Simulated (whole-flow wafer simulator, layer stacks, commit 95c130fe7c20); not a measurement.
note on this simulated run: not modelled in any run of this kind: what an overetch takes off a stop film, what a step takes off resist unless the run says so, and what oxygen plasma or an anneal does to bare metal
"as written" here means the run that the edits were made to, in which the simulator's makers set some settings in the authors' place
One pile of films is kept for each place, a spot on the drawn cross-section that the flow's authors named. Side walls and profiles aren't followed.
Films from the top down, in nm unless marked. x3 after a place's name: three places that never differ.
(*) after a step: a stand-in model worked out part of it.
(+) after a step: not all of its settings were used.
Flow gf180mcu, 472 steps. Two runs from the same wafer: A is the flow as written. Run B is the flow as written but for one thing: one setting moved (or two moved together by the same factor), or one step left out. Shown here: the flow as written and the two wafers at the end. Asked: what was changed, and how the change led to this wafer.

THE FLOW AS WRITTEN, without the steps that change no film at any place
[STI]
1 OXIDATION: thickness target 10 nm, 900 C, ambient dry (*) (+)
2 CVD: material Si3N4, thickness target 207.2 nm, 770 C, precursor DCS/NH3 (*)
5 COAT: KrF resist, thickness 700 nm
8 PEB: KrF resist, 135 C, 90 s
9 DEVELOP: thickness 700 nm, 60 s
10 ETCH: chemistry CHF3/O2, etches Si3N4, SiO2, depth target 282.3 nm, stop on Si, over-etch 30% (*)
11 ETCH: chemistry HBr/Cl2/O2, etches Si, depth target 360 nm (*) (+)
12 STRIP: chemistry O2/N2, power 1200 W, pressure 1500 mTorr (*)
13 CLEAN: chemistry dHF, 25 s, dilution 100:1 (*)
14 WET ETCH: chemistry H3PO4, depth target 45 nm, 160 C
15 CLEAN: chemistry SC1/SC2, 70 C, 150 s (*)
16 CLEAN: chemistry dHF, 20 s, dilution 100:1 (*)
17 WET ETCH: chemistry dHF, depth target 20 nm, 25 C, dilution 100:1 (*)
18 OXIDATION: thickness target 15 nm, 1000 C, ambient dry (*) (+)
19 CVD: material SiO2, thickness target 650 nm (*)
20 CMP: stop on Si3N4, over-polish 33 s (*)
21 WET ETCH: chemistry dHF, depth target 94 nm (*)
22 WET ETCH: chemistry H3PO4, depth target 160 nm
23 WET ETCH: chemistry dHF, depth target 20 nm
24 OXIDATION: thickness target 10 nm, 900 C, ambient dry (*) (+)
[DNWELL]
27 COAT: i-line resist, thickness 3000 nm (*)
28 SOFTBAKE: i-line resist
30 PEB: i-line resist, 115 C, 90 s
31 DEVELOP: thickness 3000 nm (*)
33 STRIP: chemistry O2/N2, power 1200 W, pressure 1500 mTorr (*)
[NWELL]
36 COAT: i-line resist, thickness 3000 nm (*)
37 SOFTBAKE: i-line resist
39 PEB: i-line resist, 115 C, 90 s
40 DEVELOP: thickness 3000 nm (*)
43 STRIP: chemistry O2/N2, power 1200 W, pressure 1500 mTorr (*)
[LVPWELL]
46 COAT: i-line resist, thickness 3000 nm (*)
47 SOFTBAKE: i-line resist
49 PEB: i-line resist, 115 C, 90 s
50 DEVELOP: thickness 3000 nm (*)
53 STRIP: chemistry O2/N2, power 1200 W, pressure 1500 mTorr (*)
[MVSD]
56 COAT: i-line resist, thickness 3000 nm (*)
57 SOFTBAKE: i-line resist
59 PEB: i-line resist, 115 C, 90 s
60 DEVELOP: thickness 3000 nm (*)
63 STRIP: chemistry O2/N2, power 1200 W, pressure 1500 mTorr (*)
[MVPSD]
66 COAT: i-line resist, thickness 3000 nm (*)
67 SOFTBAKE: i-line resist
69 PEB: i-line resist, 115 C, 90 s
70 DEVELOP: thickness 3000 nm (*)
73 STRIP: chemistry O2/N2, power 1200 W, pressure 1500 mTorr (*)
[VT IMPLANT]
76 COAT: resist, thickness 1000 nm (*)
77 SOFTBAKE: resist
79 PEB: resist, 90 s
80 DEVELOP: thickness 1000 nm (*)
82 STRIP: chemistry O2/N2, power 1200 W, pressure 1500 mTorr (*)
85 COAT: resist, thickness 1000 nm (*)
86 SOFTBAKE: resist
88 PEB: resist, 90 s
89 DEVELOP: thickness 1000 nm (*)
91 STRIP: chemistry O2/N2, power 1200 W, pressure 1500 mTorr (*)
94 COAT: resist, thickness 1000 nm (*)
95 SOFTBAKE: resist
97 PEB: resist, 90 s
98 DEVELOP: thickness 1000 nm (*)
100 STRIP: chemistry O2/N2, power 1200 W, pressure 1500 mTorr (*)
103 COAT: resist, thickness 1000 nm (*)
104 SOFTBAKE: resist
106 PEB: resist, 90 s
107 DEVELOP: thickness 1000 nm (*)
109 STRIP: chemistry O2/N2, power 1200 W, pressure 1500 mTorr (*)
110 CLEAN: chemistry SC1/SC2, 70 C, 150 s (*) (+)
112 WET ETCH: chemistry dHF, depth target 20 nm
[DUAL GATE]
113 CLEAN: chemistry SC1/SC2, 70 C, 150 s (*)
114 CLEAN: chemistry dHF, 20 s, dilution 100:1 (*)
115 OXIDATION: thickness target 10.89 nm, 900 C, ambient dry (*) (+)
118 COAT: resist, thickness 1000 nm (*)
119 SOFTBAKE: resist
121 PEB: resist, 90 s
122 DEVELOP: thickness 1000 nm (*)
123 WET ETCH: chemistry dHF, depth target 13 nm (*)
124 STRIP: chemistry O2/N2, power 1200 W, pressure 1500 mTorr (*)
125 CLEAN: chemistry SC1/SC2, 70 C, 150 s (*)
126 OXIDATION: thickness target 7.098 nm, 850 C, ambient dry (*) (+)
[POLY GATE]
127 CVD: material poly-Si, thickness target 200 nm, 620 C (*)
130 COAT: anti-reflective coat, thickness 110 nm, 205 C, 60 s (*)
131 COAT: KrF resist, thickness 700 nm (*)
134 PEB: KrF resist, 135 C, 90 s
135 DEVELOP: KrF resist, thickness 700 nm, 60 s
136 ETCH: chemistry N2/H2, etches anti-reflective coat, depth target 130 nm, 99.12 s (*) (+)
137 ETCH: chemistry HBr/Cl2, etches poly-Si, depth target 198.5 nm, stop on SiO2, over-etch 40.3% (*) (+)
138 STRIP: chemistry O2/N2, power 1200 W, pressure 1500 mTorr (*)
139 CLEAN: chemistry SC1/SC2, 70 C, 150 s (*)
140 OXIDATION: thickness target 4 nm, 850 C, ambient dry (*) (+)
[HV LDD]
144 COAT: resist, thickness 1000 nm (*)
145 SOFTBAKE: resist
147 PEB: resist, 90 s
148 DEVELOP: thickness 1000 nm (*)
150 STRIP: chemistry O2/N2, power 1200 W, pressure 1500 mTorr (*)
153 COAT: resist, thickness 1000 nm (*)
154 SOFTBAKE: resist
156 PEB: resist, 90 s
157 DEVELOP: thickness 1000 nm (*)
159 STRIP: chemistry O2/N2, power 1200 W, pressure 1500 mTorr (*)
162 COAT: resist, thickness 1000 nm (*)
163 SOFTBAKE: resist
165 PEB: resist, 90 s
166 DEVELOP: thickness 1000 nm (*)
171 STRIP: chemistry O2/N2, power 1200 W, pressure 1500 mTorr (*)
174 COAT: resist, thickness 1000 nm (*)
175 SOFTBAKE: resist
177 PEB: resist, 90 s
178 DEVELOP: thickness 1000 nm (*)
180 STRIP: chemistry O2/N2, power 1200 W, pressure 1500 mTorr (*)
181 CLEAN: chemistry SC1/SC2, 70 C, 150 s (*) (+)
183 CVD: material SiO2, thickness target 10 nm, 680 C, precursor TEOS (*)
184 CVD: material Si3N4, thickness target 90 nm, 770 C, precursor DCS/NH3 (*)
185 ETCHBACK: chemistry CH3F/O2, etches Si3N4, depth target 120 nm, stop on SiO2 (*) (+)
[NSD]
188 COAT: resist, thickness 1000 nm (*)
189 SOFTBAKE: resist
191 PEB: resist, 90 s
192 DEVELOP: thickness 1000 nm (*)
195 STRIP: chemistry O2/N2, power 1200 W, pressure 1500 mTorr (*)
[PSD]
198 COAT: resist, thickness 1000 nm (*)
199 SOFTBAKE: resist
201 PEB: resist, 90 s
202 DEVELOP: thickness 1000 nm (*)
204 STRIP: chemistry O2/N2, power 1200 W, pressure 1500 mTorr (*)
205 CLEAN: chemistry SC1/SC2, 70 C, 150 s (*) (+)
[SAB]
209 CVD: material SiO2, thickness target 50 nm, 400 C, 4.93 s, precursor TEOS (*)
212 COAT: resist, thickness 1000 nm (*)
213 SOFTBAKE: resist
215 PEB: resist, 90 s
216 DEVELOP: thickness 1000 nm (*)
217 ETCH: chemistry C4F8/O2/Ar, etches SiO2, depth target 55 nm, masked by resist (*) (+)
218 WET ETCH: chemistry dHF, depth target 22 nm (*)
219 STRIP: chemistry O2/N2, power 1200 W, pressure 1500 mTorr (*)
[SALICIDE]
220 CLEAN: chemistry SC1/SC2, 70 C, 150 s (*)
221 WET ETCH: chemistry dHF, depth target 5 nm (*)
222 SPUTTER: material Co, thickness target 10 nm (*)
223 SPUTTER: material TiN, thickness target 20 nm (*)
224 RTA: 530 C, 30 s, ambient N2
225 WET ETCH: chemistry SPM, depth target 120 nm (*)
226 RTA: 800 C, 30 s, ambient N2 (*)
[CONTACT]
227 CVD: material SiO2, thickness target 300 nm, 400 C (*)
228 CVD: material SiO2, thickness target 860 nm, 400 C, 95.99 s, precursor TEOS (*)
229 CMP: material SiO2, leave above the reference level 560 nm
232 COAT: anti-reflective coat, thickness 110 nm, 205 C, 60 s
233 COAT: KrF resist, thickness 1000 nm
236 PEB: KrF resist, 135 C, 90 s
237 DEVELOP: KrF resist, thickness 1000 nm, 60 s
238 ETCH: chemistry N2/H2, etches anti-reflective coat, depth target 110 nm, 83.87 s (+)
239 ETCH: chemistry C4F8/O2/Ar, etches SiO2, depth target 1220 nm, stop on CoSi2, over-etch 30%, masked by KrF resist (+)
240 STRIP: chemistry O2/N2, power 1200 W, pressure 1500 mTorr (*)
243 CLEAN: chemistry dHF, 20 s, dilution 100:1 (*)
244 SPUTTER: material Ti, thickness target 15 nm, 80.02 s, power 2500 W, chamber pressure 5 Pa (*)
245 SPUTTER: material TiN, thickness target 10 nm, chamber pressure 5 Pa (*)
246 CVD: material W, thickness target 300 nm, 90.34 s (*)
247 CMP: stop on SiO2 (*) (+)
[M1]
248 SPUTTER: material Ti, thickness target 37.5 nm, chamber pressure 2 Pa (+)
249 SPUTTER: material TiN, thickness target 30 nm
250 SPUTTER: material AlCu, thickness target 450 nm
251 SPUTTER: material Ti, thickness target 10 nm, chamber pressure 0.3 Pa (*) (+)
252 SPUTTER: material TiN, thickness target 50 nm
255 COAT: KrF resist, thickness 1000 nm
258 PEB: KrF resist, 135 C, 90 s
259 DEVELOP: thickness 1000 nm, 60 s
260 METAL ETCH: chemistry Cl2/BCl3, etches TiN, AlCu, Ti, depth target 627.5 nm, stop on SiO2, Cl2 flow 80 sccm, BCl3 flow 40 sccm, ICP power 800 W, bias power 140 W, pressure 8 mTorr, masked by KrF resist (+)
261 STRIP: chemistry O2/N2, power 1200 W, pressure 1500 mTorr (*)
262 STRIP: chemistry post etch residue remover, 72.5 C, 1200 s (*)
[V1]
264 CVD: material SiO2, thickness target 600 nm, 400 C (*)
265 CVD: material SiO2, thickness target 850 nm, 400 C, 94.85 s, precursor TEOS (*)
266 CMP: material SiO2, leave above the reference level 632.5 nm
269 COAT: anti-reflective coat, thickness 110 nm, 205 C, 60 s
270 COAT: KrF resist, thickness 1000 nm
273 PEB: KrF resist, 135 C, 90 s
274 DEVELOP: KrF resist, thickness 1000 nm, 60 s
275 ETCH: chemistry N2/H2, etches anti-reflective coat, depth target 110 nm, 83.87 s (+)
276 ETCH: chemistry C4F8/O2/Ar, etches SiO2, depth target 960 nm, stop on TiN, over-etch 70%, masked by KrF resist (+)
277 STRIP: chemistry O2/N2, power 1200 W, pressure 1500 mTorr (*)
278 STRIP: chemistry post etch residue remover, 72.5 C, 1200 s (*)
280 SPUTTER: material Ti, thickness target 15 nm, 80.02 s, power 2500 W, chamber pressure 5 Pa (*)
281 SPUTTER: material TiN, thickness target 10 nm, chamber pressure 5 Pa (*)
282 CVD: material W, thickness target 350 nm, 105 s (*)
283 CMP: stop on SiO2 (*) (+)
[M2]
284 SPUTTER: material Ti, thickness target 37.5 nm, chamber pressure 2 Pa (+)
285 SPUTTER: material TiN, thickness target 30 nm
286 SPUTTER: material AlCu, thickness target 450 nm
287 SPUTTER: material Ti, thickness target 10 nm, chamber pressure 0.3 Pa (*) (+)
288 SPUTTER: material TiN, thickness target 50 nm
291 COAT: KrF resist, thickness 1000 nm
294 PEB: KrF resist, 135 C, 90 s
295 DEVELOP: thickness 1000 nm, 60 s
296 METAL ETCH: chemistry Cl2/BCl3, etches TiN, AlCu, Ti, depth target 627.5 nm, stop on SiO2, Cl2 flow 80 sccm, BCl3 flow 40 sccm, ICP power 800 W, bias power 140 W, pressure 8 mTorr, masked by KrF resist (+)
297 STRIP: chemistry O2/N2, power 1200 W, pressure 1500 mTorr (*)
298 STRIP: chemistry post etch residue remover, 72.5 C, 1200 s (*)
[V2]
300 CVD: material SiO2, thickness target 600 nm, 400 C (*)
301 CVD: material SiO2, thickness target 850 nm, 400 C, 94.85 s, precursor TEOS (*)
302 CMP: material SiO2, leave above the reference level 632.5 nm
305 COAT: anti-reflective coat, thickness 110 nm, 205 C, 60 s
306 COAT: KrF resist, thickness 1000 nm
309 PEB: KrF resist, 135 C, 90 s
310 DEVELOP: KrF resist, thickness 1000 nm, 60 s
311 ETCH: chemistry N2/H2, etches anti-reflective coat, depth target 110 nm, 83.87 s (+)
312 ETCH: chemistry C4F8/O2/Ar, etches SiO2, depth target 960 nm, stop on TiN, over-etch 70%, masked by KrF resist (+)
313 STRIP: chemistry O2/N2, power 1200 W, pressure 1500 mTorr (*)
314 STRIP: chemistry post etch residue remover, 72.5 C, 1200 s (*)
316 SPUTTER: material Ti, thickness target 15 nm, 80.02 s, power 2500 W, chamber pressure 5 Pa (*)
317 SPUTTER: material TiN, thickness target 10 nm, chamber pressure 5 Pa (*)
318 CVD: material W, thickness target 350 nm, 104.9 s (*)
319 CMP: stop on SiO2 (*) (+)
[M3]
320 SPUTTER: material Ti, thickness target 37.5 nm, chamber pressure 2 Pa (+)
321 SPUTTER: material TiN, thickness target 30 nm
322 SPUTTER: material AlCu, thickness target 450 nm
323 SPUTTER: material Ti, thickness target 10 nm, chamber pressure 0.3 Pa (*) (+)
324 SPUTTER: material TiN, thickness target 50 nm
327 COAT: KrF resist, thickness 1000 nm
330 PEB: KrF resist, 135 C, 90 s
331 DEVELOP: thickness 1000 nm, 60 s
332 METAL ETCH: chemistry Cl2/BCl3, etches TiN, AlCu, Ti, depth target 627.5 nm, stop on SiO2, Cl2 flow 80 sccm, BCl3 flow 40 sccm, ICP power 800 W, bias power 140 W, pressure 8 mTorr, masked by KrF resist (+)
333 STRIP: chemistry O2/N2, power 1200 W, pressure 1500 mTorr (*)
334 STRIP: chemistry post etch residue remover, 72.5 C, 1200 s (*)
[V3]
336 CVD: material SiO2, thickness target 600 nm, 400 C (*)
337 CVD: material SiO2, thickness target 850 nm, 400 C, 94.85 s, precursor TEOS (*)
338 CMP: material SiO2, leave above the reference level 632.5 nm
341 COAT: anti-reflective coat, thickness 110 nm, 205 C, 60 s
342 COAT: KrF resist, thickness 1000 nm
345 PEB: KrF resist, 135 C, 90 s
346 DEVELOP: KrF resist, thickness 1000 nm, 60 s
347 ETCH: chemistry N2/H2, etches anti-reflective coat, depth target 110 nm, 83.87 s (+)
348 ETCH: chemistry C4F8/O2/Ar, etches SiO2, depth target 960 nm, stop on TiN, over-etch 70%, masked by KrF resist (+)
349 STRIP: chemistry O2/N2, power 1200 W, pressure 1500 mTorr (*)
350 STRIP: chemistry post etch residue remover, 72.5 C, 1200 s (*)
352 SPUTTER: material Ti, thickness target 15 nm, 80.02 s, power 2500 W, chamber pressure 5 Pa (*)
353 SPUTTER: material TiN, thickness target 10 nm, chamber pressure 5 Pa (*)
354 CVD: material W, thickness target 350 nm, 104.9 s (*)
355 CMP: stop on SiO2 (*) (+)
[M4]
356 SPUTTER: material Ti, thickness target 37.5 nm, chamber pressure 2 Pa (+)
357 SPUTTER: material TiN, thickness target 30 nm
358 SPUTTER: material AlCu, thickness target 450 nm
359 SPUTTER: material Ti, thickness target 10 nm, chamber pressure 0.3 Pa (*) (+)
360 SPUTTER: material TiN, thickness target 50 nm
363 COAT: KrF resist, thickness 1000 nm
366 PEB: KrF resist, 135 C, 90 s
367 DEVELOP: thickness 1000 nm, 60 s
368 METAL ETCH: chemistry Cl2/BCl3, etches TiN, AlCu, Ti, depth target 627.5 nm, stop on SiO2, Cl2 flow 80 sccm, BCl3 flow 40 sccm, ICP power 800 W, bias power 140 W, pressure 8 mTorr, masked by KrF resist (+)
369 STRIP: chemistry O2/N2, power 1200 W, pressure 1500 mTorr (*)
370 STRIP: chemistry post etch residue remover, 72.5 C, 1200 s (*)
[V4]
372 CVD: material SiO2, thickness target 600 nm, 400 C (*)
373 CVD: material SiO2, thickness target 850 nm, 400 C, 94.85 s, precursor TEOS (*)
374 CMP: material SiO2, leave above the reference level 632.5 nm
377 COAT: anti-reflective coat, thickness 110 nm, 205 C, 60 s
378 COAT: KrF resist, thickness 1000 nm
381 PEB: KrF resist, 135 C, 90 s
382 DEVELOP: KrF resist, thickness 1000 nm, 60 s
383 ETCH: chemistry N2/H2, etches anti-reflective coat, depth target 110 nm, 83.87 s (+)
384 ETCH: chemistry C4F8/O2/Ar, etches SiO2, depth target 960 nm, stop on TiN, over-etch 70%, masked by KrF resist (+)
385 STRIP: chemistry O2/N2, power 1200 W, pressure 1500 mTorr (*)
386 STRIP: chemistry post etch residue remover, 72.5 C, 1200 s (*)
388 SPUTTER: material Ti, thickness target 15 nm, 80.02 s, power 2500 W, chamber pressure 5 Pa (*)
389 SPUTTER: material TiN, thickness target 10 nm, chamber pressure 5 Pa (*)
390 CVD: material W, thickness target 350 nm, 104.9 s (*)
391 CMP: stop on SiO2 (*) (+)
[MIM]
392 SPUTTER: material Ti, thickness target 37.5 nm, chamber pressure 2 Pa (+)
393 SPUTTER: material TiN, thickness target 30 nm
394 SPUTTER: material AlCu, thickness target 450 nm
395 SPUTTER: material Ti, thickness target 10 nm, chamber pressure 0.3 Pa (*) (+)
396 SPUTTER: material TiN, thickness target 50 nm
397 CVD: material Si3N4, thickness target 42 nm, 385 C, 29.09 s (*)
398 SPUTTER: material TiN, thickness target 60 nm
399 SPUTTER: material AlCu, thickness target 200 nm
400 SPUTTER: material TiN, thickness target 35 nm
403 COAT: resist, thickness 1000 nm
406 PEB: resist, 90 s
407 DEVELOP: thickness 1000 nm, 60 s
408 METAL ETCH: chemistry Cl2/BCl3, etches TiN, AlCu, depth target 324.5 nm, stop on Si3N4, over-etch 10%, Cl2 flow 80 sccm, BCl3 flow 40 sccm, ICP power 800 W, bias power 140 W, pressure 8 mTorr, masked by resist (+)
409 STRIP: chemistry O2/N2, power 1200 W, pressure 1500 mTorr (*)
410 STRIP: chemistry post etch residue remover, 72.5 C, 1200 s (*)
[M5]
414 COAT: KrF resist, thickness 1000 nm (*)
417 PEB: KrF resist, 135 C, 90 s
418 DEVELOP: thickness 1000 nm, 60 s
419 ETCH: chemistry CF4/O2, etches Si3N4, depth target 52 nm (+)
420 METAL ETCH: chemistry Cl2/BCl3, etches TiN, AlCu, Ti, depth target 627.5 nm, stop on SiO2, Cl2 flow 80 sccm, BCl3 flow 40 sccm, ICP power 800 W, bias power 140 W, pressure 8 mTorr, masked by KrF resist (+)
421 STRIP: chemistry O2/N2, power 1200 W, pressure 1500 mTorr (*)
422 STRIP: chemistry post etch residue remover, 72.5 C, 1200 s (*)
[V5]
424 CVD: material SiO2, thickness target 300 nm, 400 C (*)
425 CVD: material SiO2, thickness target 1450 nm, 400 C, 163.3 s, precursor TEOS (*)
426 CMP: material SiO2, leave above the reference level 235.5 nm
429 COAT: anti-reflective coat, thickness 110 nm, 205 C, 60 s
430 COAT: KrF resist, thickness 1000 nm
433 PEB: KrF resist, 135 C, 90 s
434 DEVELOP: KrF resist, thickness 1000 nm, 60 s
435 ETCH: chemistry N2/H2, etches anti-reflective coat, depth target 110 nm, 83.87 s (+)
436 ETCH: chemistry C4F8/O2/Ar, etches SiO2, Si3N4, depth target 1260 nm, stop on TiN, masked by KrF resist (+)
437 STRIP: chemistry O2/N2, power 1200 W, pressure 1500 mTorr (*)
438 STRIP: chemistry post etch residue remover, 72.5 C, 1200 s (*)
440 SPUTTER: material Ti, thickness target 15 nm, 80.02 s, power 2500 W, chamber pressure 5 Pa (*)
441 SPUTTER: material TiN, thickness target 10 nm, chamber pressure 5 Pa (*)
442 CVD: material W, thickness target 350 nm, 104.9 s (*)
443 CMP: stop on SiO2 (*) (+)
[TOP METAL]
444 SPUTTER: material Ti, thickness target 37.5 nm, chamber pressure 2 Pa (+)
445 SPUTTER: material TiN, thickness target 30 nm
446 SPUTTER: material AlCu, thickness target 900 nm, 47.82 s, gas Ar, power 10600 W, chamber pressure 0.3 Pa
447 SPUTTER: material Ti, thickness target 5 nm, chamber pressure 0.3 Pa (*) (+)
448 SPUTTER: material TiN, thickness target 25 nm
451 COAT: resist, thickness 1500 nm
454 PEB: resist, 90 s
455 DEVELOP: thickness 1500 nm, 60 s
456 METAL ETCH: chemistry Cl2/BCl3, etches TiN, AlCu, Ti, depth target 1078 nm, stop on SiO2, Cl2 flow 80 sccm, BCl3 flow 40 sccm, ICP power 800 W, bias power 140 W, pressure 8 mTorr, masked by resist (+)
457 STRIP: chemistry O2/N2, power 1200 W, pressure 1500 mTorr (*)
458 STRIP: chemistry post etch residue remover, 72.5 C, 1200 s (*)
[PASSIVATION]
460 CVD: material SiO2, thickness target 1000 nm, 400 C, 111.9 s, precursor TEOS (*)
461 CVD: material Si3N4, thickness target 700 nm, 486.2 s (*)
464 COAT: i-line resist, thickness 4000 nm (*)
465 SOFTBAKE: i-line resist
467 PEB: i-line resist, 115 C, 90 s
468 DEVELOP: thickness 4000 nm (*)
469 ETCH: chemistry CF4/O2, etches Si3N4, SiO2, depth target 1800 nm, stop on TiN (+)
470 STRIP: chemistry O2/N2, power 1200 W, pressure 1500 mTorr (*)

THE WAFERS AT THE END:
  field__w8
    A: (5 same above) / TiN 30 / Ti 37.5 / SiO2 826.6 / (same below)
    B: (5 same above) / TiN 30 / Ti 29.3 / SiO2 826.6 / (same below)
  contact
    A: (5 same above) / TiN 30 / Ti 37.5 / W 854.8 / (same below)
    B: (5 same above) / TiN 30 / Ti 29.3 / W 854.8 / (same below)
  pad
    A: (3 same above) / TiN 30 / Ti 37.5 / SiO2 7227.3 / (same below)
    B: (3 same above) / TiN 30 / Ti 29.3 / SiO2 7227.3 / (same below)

The cause: step 444, SPUTTER: thickness target 29.3 nm was run, where the flow has thickness target 37.5 nm.
It can be read off the wafer: field__w8 has Ti 29.3, and step 444 as written asks for 37.5 nm.

How the change led to this, step by step:
  444 SPUTTER: material Ti, thickness target 37.5 nm, chamber pressure 2 Pa (+)
      field, field__w1, field__w2 and 109 more: A Ti +37.5 (new film) | B Ti +29.3 (new film)
  456 METAL ETCH: chemistry Cl2/BCl3, etches TiN, AlCu, Ti, depth target 1078 nm, stop on SiO2, Cl2 flow 80 sccm, BCl3 flow 40 sccm, ICP power 800 W, bias power 140 W, pressure 8 mTorr, masked by resist (+)
      field, field__w1, field__w2 and 103 more: A TiN -25 (all of it), Ti -5 (all of it), AlCu -900 (all of it), TiN -30 (all of it), Ti -37.5 (all of it) | B TiN -25 (all of it), Ti -5 (all of it), AlCu -900 (all of it), TiN -30 (all of it), Ti -29.3 (all of it)
